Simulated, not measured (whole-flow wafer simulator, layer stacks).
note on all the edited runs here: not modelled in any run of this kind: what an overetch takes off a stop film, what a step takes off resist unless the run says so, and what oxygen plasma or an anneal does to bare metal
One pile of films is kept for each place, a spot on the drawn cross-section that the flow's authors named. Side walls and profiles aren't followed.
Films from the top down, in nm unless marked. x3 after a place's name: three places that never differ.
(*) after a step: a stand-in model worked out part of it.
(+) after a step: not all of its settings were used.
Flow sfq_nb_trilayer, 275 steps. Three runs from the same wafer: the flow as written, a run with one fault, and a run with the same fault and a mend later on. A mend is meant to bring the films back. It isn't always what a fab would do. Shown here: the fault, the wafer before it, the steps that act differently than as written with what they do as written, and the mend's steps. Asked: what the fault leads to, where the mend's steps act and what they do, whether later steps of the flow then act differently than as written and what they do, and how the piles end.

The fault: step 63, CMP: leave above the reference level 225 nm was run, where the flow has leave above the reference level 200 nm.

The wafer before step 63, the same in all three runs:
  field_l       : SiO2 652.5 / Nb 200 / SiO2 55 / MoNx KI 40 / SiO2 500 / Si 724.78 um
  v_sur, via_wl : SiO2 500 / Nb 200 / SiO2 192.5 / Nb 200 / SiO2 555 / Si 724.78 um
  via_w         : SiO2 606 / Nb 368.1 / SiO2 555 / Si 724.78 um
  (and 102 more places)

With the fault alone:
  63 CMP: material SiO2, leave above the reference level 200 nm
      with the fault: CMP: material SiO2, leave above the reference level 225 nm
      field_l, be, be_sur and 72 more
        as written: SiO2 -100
        with the fault: SiO2 -75
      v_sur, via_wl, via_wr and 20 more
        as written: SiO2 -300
        with the fault: SiO2 -275
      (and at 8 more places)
  Later steps of the flow that act differently than as written (3 more steps differ only slightly, by at most 2% or 0.5 nm, whichever is larger, and aren't shown):
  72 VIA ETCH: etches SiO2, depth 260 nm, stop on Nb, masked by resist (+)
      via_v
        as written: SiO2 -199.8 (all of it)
        with the fault: SiO2 -224.8 (all of it)
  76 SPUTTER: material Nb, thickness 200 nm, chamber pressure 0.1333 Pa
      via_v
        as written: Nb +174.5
        with the fault: Nb +169.9
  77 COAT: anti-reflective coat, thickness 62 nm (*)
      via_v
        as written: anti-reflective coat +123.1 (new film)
        with the fault: anti-reflective coat +128.4 (new film)
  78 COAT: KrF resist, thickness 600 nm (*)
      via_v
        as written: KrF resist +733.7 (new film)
        with the fault: KrF resist +754 (new film)
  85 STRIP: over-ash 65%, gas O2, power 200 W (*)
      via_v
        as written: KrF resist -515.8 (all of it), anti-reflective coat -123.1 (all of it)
        with the fault: KrF resist -536 (all of it), anti-reflective coat -128.4 (all of it)
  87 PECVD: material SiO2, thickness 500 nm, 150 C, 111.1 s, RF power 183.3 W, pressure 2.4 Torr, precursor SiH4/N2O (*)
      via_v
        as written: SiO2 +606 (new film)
        with the fault: SiO2 +635.7 (new film)
  At the end the piles differ from the flow's by more than 2% or 0.5 nm, whichever is larger, at v_sur, via_wl, via_w and 29 more.
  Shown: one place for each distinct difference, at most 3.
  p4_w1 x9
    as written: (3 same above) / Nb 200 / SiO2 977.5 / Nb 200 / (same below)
    with the fault: (3 same above) / Nb 200 / SiO2 1002.5 / Nb 200 / (same below)
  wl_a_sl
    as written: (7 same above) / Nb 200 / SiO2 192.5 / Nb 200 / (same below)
    with the fault: (7 same above) / Nb 200 / SiO2 217.5 / Nb 200 / (same below)
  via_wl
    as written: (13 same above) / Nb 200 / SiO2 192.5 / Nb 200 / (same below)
    with the fault: (13 same above) / Nb 200 / SiO2 217.5 / Nb 200 / (same below)

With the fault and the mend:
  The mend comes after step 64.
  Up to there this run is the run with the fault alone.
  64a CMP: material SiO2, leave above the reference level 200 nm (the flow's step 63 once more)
      field_l, v_sur, via_wl and 103 more
        SiO2 -25
  No later step of the flow acts differently than as written at any place that is followed.
  At the end the piles are the same as the flow's at every place that both follow.
